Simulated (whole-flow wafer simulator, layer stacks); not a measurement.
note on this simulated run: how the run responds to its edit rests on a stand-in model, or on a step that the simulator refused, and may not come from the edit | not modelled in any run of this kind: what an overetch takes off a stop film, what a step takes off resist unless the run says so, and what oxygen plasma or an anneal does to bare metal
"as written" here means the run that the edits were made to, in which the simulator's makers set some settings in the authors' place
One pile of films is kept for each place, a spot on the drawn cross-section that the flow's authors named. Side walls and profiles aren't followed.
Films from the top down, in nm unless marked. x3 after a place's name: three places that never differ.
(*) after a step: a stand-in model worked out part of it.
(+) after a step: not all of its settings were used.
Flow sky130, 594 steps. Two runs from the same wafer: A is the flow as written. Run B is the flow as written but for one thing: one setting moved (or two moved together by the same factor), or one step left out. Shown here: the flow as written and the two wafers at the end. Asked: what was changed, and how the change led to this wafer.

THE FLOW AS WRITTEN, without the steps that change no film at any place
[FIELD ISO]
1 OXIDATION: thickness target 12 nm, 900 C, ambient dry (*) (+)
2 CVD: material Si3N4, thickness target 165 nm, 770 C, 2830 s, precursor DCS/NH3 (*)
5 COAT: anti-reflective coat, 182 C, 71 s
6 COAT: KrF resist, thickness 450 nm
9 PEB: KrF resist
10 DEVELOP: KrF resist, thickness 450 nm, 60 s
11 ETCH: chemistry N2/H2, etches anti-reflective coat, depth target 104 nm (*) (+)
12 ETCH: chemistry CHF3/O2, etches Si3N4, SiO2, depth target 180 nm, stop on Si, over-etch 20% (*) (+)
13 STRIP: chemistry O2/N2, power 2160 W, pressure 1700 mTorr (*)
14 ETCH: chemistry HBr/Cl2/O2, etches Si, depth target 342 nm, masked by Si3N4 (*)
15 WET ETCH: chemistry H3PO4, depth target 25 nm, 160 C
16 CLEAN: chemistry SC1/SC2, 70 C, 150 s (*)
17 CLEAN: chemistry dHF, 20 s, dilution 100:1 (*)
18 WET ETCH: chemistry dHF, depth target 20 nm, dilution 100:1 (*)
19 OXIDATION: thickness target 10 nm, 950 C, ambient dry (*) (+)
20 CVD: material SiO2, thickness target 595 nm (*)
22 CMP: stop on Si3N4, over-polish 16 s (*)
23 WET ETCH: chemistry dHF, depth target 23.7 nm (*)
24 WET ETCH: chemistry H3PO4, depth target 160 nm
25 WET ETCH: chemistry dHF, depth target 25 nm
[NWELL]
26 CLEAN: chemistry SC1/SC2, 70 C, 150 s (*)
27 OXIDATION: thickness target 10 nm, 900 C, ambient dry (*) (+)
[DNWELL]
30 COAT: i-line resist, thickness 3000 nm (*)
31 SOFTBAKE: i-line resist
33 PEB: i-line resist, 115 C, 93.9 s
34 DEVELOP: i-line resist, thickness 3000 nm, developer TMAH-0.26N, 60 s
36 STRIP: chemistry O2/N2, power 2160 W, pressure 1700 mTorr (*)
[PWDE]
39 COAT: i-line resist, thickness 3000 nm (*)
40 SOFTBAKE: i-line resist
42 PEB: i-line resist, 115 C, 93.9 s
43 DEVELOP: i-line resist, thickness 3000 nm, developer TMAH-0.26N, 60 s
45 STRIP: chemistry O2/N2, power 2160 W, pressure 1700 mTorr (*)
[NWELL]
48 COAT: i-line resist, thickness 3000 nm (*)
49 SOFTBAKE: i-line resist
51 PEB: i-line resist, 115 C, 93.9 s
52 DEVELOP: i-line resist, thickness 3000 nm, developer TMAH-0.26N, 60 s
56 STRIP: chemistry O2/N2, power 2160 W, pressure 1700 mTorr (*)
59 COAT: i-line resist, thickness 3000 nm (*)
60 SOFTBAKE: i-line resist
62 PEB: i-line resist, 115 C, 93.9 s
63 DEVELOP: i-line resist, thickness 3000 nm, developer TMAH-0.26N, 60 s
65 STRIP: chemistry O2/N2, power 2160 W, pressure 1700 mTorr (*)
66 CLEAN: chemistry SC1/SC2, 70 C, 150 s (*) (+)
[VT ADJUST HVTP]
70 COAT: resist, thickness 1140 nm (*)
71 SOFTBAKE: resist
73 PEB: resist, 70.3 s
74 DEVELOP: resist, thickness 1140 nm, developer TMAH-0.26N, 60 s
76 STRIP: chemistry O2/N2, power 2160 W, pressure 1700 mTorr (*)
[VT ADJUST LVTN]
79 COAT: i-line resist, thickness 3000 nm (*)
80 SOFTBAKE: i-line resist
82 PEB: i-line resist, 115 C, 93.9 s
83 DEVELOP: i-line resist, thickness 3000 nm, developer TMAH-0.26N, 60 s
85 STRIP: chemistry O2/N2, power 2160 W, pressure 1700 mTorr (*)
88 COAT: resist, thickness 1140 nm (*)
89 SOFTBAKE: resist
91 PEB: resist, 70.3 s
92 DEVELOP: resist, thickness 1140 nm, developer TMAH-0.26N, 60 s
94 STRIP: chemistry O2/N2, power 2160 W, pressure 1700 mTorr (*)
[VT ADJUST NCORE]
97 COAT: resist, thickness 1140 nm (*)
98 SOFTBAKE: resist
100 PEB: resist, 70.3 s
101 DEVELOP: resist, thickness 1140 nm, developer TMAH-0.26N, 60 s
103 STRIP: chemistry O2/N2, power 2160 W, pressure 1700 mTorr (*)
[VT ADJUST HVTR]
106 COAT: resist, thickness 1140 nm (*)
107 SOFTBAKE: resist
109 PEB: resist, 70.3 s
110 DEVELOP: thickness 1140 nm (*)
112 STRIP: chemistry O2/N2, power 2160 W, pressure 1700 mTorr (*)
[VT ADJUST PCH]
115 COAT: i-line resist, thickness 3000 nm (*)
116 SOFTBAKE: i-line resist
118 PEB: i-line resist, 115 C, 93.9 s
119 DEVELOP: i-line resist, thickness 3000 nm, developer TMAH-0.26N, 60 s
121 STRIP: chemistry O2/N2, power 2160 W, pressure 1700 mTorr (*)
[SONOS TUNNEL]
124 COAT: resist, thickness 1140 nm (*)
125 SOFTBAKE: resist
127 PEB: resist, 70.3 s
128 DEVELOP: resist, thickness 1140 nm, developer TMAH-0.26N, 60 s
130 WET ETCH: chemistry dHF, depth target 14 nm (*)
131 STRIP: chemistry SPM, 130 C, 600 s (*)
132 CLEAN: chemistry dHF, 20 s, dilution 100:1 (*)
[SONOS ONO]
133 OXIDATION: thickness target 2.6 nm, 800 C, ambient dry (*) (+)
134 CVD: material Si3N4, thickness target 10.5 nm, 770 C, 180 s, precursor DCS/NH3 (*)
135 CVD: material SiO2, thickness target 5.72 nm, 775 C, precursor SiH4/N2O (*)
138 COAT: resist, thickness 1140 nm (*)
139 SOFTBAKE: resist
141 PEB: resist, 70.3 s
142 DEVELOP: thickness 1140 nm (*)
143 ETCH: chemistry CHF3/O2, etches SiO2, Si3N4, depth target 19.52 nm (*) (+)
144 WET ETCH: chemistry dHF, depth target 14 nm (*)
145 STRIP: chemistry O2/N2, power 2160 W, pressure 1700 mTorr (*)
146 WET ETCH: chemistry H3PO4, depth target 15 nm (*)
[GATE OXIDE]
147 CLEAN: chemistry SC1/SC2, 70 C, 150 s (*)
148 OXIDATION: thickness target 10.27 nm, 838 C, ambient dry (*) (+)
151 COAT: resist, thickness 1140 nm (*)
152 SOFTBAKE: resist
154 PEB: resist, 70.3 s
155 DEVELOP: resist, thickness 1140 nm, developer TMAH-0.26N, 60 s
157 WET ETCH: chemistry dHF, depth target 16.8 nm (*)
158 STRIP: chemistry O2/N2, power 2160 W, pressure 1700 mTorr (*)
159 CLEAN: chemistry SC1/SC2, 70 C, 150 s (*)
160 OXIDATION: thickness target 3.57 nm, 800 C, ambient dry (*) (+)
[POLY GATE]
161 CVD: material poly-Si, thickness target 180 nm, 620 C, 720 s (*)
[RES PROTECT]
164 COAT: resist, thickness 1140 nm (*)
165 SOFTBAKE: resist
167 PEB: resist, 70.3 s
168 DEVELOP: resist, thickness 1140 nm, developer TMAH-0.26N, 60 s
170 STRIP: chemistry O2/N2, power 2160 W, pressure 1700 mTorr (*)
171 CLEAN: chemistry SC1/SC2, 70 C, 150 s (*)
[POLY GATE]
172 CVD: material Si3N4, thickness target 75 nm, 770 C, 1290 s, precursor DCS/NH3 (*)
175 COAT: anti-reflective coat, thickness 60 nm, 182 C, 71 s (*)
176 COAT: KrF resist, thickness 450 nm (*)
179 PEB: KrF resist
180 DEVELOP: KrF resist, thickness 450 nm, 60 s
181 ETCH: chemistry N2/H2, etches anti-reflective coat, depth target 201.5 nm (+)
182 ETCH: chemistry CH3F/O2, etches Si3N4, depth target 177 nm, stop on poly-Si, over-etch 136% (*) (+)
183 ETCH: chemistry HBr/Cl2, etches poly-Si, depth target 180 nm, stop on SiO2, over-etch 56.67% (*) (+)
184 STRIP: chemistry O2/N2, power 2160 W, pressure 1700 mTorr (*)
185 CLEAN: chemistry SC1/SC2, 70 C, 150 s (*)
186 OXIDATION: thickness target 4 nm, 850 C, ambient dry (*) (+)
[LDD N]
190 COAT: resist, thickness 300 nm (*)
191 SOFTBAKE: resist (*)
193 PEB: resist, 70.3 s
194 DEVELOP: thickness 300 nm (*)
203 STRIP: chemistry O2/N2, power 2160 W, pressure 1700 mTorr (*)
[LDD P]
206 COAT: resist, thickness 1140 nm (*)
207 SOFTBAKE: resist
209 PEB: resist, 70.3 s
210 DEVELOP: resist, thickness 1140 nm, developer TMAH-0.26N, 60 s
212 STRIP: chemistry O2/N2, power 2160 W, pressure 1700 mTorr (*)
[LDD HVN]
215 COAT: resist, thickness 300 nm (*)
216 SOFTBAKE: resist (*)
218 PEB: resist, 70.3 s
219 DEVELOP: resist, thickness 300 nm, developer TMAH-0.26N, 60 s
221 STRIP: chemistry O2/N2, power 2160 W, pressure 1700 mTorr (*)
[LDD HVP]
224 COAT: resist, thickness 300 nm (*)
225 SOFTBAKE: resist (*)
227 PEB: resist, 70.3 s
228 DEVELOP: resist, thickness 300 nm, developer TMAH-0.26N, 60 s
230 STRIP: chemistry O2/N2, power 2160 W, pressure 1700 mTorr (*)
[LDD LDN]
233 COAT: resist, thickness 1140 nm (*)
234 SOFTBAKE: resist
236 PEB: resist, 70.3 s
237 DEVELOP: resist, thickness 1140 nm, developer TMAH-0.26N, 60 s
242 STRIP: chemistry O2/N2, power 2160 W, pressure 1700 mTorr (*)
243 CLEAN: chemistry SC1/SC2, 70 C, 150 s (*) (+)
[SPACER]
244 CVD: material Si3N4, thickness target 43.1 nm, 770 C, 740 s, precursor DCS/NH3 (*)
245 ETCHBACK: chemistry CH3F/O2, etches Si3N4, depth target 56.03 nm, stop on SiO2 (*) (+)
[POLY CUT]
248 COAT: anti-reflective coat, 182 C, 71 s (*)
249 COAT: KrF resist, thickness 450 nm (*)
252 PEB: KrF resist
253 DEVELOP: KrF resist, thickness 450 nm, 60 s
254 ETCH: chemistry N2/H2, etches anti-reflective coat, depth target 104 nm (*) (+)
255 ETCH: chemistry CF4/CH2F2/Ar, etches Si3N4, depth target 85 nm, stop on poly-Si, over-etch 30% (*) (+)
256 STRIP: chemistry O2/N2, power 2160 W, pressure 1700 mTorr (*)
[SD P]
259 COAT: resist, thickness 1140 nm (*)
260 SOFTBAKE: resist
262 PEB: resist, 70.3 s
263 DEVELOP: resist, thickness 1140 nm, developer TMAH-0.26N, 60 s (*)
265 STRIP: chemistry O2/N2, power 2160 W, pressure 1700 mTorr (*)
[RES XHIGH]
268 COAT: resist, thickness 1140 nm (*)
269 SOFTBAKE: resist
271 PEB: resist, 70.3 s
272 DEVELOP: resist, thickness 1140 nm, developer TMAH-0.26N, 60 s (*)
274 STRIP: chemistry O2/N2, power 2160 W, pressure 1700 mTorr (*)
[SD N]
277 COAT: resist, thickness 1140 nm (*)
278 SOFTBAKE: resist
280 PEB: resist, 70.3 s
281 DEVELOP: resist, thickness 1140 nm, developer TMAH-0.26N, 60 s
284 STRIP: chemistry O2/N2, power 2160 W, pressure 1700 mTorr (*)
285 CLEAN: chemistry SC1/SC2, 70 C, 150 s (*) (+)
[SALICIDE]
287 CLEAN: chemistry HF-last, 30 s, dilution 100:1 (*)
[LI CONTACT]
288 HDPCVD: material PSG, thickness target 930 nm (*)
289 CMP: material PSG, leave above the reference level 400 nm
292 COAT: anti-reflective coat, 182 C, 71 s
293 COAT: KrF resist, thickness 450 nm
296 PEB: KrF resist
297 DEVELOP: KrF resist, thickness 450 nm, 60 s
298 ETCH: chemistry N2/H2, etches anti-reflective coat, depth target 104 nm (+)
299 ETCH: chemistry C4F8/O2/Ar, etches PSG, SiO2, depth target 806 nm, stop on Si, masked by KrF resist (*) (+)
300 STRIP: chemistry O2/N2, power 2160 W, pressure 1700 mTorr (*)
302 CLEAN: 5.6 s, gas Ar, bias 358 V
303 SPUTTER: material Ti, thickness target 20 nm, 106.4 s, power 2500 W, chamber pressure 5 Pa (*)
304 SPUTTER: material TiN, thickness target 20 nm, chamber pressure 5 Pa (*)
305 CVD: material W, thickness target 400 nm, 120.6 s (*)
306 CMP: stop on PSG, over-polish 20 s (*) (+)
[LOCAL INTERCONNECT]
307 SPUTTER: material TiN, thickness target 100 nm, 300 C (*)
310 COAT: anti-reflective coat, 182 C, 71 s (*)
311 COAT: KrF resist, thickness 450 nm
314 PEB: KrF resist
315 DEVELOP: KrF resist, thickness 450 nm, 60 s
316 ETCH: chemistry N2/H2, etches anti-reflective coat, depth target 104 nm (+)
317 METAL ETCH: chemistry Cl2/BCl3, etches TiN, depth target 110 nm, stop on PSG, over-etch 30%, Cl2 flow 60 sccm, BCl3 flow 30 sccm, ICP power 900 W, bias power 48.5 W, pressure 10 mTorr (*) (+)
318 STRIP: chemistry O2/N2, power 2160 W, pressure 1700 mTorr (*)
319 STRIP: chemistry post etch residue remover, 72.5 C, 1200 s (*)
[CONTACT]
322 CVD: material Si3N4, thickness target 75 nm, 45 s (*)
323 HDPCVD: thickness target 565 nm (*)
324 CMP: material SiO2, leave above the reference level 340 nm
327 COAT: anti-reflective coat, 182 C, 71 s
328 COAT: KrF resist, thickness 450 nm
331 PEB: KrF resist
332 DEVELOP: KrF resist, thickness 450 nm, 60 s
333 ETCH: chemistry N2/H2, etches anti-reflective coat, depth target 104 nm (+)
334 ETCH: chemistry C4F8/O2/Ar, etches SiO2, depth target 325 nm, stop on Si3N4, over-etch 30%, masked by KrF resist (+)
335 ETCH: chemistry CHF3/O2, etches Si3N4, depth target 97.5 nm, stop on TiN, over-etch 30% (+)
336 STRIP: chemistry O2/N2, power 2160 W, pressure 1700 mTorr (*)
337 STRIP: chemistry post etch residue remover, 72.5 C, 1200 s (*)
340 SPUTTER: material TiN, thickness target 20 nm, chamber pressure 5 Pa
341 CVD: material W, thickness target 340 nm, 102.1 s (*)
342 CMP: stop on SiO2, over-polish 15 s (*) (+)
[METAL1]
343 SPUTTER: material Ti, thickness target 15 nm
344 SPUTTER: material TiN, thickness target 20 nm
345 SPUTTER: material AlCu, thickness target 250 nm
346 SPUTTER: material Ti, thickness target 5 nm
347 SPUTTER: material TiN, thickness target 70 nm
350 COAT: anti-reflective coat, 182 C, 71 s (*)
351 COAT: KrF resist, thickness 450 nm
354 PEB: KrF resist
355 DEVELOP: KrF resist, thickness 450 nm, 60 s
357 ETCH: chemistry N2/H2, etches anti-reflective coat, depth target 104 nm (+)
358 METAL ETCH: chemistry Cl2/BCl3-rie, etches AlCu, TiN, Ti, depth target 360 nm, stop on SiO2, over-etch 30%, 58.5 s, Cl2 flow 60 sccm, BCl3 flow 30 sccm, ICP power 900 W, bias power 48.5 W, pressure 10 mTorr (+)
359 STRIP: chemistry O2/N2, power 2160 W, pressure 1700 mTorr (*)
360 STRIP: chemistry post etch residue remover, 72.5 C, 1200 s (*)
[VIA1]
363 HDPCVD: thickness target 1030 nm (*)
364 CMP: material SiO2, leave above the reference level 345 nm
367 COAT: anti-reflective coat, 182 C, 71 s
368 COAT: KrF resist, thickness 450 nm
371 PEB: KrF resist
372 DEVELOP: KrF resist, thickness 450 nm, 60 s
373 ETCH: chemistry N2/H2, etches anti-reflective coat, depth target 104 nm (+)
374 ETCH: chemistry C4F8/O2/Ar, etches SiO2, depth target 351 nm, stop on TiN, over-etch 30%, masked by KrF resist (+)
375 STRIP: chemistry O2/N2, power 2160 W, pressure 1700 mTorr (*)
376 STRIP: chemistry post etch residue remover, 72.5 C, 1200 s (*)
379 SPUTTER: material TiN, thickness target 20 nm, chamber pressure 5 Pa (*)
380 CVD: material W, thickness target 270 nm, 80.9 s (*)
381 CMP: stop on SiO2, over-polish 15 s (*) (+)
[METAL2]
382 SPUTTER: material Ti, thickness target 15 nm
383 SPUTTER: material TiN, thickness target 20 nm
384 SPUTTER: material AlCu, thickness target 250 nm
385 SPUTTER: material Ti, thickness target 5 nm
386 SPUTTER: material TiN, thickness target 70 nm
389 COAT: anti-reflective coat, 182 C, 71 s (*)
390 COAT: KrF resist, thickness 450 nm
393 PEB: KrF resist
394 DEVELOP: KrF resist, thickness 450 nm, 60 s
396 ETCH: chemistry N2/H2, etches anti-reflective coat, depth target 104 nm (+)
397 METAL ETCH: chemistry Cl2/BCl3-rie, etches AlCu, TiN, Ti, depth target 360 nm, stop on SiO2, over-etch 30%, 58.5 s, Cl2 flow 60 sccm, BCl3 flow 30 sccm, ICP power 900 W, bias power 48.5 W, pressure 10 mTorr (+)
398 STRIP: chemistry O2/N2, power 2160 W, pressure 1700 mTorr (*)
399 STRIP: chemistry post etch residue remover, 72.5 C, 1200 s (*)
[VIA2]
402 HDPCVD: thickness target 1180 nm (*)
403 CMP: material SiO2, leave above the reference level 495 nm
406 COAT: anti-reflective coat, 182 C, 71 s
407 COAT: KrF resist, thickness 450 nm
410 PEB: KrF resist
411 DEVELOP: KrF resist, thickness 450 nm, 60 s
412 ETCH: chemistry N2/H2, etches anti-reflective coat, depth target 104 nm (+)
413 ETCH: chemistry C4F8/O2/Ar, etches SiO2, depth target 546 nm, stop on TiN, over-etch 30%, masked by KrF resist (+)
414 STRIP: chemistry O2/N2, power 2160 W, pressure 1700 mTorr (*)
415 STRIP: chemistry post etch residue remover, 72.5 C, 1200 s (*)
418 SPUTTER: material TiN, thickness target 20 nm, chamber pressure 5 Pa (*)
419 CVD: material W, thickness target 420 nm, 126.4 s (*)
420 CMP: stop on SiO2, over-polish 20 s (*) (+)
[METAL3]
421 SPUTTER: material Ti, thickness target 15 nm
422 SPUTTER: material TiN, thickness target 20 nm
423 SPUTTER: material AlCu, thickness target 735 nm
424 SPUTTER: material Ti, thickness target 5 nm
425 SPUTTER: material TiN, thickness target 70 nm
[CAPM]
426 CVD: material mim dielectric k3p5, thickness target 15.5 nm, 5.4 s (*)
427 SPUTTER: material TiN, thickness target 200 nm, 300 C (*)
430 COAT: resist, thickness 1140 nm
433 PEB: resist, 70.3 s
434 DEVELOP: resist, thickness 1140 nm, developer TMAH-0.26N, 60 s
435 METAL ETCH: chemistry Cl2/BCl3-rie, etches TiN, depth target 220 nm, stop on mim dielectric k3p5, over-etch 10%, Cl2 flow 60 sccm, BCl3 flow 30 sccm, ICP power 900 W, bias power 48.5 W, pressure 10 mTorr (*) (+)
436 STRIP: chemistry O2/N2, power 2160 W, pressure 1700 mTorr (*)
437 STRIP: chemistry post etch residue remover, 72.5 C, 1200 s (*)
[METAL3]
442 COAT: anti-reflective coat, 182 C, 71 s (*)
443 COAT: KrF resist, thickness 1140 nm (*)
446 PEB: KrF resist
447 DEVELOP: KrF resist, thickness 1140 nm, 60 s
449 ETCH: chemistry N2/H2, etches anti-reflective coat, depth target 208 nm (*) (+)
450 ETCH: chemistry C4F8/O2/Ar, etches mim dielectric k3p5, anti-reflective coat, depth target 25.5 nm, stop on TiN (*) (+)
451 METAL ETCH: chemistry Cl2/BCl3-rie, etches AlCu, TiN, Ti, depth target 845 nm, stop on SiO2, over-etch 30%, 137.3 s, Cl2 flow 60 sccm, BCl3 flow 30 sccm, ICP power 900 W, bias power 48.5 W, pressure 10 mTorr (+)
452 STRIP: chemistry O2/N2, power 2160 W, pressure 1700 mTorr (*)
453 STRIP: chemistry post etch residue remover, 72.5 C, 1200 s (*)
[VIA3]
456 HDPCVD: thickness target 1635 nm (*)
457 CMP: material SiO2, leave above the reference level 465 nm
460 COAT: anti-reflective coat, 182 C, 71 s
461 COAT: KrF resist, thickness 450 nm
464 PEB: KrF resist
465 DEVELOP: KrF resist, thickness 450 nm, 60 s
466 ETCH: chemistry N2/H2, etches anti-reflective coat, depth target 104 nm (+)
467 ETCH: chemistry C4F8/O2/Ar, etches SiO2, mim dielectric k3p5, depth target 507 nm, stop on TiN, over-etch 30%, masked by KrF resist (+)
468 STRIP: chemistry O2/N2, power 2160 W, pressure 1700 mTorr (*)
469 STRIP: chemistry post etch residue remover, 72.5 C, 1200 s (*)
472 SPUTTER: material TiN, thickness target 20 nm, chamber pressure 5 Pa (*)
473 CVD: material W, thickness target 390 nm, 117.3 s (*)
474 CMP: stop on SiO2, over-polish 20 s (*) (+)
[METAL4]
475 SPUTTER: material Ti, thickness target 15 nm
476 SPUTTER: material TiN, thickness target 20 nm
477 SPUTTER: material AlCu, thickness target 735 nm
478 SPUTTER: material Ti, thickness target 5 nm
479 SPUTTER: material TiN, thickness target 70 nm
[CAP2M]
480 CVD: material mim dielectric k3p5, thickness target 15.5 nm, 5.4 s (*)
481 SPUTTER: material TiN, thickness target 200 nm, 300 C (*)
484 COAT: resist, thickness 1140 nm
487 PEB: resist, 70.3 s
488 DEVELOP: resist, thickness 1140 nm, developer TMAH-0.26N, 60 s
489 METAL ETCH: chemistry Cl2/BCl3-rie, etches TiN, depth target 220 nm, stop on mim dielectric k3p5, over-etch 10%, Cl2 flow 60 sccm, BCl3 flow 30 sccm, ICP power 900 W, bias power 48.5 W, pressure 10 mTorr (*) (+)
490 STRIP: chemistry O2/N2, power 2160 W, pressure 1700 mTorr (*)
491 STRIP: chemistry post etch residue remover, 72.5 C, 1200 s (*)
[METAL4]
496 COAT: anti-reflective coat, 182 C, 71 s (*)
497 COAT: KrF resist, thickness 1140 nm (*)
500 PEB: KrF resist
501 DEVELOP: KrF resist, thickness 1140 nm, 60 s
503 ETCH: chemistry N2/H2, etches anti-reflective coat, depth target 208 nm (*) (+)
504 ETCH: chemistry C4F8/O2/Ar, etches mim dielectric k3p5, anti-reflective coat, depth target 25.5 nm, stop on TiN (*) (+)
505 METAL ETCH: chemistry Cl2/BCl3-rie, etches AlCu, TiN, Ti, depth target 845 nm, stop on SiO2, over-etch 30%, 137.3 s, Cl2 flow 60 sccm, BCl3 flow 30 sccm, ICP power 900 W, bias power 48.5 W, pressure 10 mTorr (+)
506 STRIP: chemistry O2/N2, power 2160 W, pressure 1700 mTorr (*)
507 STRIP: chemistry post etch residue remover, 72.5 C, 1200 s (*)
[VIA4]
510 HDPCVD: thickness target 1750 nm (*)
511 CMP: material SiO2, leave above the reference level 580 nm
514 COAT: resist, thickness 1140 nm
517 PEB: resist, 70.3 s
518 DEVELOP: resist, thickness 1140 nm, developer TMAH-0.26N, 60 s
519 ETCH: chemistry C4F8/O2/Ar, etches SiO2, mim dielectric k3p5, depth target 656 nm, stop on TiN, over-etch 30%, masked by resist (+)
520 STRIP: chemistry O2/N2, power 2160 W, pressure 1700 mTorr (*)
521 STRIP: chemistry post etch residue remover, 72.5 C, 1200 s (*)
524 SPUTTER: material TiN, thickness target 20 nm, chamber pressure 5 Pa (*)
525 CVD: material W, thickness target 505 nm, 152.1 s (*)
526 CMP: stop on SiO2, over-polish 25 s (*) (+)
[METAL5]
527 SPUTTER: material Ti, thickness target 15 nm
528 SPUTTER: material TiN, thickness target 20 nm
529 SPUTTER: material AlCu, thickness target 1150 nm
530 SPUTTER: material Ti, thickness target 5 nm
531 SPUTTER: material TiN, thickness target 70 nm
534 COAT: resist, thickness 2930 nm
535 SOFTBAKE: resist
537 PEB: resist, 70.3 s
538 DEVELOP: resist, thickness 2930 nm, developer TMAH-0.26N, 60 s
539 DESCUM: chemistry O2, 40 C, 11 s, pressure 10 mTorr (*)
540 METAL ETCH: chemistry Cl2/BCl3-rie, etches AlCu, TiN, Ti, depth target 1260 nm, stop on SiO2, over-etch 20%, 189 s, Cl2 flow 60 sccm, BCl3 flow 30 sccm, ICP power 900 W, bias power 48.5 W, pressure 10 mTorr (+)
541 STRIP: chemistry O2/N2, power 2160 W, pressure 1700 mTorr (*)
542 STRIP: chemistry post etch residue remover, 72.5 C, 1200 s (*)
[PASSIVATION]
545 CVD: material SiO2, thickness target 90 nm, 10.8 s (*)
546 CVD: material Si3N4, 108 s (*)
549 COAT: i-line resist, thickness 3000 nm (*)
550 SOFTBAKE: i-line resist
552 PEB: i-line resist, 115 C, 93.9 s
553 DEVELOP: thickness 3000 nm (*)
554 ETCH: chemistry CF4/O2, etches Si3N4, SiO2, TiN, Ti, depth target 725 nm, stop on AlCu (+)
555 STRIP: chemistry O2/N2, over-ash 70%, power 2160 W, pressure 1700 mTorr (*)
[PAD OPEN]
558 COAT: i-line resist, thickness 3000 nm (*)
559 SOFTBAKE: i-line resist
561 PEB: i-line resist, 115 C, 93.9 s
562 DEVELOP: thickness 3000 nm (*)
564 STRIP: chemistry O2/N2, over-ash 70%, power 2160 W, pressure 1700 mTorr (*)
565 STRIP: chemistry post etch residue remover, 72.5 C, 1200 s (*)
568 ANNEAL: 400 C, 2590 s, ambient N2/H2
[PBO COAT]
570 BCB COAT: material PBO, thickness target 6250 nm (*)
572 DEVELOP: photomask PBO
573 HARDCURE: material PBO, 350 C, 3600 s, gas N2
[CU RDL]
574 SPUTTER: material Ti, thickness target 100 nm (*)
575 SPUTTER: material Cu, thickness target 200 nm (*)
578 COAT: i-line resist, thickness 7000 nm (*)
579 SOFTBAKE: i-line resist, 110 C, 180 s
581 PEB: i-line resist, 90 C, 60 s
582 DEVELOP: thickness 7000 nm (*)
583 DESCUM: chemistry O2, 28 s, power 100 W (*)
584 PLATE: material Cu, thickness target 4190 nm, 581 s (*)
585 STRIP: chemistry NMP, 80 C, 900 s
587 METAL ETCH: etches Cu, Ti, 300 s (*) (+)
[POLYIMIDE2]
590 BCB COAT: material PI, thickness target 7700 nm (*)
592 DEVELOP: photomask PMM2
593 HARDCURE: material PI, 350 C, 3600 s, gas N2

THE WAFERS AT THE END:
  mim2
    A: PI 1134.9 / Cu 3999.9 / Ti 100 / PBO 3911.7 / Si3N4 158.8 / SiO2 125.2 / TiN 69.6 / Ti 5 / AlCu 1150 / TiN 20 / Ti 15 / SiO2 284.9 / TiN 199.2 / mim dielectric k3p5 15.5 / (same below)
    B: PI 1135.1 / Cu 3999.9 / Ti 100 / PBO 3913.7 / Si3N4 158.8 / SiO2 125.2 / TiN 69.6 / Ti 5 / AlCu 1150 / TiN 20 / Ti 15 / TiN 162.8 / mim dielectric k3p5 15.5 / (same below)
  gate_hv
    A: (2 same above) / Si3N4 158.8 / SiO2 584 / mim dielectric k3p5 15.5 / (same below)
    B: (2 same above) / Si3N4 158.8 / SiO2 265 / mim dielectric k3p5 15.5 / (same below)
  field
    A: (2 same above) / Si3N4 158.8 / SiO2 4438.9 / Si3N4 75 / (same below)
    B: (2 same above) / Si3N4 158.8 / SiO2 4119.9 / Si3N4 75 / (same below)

The cause: step 511, CMP: leave above the reference level 261 nm was run, where the flow has leave above the reference level 580 nm.

How the change led to this, step by step:
  511 CMP: material SiO2, leave above the reference level 580 nm
      mim2: A SiO2 -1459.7 | B SiO2 -1750 (all of it), TiN -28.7
      n_well, p_well, gate_hv and 99 more: A SiO2 -1260.5 | B SiO2 -1579.5
      (and at 90 more places)
  519 ETCH: chemistry C4F8/O2/Ar, etches SiO2, mim dielectric k3p5, depth target 656 nm, stop on TiN, over-etch 30%, masked by resist (+)
      field, active, n_well and 188 more: A resist -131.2 | B resist -48.5
      m1: A SiO2 -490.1 (all of it), mim dielectric k3p5 -15.5 (all of it) | B SiO2 -171.1 (all of it), mim dielectric k3p5 -15.5 (all of it)
      (and at 1 more place)
  520 STRIP: chemistry O2/N2, power 2160 W, pressure 1700 mTorr (*)
      field, active, n_well and 188 more: A resist -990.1 (all of it) | B resist -1072.8 (all of it)
  524 SPUTTER: material TiN, thickness target 20 nm, chamber pressure 5 Pa (*)
      mim2: A TiN +20 (new film) | B TiN +20
      m1, via4_hole: A TiN +15.3 | B TiN +17.9
  525 CVD: material W, thickness target 505 nm, 152.1 s (*)
      m1: A W +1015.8 (new film) | B W +505 (new film)
      via4_hole: A W +1015.2 (new film) | B W +505 (new film)
  526 CMP: stop on SiO2, over-polish 25 s (*) (+)
      mim2: A W -505 (all of it), TiN -20 (all of it), SiO2 -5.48 | B W -505 (all of it), TiN -27.3
      m1: A W -532.7 | B W -343.5
      (and at 1 more place)
Counting metal films that touch as one body, mim2 has 7 bodies (between them, from the top down: PBO 3913.7 / Si3N4 158.8 / SiO2 125.2; mim dielectric k3p5 15.5; SiO2 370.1 / mim dielectric k3p5 15.5; SiO2 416; SiO2 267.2; SiO2 261.8 / Si3N4 75); the flow as written gives 8 bodies (between them, from the top down: PBO 3911.7 / Si3N4 158.8 / SiO2 125.2; SiO2 284.9; mim dielectric k3p5 15.5; SiO2 370.1 / mim dielectric k3p5 15.5; SiO2 416; SiO2 267.2; SiO2 261.8 / Si3N4 75).
